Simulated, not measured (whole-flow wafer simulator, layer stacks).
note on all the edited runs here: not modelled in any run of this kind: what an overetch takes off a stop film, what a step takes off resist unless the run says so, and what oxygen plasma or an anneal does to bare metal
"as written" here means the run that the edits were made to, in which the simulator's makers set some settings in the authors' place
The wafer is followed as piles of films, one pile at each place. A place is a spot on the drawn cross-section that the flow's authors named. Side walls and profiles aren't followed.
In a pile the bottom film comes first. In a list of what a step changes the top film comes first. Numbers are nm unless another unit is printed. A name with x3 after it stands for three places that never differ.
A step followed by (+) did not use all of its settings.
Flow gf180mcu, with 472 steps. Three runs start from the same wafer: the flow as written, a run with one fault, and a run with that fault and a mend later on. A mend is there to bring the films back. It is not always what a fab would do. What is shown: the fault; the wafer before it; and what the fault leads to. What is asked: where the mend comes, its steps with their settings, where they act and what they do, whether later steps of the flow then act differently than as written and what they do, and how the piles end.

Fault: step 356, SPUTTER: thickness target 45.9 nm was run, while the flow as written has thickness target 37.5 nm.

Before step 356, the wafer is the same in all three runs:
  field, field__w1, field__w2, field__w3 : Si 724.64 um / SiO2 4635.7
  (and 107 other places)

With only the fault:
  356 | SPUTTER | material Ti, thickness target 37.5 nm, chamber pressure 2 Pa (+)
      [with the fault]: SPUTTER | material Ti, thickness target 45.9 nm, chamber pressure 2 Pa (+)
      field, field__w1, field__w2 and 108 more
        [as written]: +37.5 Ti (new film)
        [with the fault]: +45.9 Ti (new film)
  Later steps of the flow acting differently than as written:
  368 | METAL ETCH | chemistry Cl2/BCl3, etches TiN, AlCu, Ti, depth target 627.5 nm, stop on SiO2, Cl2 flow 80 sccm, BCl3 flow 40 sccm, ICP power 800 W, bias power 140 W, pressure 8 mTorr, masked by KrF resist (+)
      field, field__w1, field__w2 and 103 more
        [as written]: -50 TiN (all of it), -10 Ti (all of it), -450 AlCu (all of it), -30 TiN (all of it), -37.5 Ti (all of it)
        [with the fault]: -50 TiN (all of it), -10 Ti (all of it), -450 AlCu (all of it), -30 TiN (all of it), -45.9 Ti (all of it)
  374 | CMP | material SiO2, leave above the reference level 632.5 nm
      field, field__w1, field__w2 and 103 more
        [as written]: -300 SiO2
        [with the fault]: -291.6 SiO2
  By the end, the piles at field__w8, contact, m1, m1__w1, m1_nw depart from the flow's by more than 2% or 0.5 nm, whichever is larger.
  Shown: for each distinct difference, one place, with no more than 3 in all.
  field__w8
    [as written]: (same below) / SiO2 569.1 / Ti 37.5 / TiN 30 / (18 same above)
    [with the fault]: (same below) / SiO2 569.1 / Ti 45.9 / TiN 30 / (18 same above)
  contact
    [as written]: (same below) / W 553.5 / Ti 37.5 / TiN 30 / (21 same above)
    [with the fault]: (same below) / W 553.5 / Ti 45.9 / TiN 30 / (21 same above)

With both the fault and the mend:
  After step 356 comes the mend.
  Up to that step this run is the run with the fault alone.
  356a | METAL ETCH | chemistry Cl2/BCl3, etches TiN, AlCu, Ti, depth target 8.4 nm, Cl2 flow 80 sccm, BCl3 flow 40 sccm, ICP power 800 W, bias power 140 W, pressure 8 mTorr (the flow's step 260, run once more with other settings)
      field, field__w1, field__w2 and 108 more
        -8.4 Ti
  Every later step of the flow that is run acts as written at every place that is followed.
  By the end, the piles equal the flow's at every place that both follow.
